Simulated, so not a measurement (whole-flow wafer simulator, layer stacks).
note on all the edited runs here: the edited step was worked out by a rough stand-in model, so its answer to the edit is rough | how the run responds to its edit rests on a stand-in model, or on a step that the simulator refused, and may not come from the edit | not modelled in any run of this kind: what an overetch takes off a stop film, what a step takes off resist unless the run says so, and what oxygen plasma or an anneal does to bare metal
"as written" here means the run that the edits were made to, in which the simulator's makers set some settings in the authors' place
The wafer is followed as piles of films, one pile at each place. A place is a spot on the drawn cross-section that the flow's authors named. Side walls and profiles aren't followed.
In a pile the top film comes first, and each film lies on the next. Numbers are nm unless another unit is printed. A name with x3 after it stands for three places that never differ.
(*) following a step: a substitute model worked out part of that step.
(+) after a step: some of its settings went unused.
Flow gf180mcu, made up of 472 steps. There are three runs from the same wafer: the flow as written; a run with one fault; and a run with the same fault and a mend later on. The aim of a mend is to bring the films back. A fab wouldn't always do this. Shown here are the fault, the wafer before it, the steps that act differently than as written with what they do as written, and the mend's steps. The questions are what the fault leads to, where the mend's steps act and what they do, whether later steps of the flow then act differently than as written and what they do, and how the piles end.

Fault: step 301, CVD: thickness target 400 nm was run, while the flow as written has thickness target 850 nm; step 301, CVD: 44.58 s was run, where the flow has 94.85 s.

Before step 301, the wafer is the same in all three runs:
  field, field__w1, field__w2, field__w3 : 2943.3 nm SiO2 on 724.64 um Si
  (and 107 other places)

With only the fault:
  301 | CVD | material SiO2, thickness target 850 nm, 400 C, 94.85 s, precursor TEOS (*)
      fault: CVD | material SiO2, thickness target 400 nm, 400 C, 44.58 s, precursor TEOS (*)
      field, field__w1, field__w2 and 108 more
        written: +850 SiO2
        fault: +409.1 SiO2
  Steps further on in the flow that do not act as written (1 more step, not shown, differs only slightly: by at most 2% or 0.5 nm, whichever is larger):
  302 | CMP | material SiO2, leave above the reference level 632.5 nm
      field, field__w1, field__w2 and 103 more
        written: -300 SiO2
        fault: nothing
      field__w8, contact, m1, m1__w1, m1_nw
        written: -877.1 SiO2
        fault: -436.1 SiO2
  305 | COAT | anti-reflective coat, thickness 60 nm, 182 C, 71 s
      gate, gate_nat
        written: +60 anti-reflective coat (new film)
        fault: +61.7 anti-reflective coat (new film)
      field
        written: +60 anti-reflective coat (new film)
        fault: +117.1 anti-reflective coat (new film)
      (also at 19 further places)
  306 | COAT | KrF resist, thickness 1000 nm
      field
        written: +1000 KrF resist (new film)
        fault: +978.5 KrF resist (new film)
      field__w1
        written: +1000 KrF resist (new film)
        fault: +976.1 KrF resist (new film)
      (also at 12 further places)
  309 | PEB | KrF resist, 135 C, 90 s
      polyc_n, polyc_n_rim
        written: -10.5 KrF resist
        fault: -11.8 KrF resist
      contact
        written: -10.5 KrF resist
        fault: -9.39 KrF resist
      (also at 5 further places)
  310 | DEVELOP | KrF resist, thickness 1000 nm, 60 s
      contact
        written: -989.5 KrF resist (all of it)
        fault: -917.4 KrF resist (all of it)
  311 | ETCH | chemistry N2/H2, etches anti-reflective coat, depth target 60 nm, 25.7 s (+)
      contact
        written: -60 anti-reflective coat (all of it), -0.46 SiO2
        fault: -22.8 anti-reflective coat (all of it), -1.42 SiO2
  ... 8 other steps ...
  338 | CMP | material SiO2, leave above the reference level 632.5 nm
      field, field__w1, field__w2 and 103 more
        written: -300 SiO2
        fault: -287.7 SiO2
  By the end, the piles at field, field__w1, field__w2 and 109 more depart from the flow's by more than 2% or 0.5 nm, whichever is larger.
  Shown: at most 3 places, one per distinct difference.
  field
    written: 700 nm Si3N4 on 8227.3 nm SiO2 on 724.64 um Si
    fault: 700 nm Si3N4 on 4750.1 nm SiO2 on 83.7 nm W on 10 nm TiN on 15 nm Ti on 3352.3 nm SiO2 on 724.64 um Si
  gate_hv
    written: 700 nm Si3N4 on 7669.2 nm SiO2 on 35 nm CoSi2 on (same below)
    fault: 700 nm Si3N4 on 4750.1 nm SiO2 on 83.7 nm W on 10 nm TiN on 15 nm Ti on 2794.2 nm SiO2 on 35 nm CoSi2 on (same below)
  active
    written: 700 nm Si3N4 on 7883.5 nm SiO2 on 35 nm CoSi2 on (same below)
    fault: 700 nm Si3N4 on 4750.1 nm SiO2 on 83.7 nm W on 10 nm TiN on 15 nm Ti on 3008.6 nm SiO2 on 35 nm CoSi2 on (same below)

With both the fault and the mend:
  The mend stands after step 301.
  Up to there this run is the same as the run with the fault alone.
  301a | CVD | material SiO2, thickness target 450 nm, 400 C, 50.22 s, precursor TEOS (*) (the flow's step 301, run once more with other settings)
      field, field__w1, field__w2 and 108 more
        +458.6 SiO2
  Steps further on in the flow that do not act as written:
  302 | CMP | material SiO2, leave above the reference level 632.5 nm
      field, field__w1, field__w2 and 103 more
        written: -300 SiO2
        mend: -317.6 SiO2
  At every place that both follow, the piles at the end match the flow's.
